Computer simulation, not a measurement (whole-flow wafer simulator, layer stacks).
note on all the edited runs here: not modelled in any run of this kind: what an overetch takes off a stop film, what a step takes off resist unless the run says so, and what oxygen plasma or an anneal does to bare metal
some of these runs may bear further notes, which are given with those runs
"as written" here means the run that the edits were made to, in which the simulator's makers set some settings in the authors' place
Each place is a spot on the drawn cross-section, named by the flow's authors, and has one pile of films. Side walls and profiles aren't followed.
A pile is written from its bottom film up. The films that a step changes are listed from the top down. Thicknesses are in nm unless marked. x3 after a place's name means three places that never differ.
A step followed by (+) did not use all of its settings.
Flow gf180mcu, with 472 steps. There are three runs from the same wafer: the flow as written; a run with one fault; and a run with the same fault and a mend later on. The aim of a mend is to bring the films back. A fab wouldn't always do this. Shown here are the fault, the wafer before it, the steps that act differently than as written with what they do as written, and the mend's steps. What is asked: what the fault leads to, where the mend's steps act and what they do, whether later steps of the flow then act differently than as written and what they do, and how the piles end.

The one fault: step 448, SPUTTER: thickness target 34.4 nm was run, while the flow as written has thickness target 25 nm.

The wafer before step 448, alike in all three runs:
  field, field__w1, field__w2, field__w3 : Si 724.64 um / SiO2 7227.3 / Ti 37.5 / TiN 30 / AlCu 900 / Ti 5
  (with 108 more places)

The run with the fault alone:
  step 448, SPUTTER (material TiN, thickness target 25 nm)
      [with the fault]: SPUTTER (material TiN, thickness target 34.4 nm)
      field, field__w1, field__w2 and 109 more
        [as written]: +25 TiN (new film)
        [with the fault]: +34.4 TiN (new film)
  Later steps of the flow acting differently than as written (not shown: 4 more steps that differ only slightly, by at most 2% or 0.5 nm, whichever is larger):
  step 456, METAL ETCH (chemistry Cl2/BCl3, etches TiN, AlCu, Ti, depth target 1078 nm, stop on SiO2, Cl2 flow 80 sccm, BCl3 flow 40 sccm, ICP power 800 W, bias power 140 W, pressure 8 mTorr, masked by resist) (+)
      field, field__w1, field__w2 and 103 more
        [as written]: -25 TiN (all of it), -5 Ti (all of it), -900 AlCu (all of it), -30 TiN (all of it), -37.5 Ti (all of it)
        [with the fault]: -34.4 TiN (all of it), -5 Ti (all of it), -900 AlCu (all of it), -30 TiN (all of it), -37.5 Ti (all of it)
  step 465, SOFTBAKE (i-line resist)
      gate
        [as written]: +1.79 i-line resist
        [with the fault]: -0.29 i-line resist
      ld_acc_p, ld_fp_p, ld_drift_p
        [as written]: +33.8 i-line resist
        [with the fault]: +27.3 i-line resist
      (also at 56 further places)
  By the end, the piles at field__w8, contact, m1, m1__w1, pad, m1_nw depart from the flow's by more than 2% or 0.5 nm, whichever is larger.
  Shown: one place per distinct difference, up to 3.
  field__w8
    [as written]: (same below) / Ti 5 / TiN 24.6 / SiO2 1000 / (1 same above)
    [with the fault]: (same below) / Ti 5 / TiN 34 / SiO2 1000 / (1 same above)
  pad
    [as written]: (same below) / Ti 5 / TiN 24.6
    [with the fault]: (same below) / Ti 5 / TiN 34

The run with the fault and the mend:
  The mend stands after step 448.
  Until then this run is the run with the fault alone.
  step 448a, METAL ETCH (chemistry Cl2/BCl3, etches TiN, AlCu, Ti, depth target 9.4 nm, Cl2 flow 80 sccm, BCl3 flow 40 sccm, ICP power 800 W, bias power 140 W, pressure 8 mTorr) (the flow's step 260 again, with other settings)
      field, field__w1, field__w2 and 109 more
        -9.4 TiN
  Later steps of the flow that are run all act as written at every place that is followed.
  At every place that both follow, the piles at the end match the flow's.
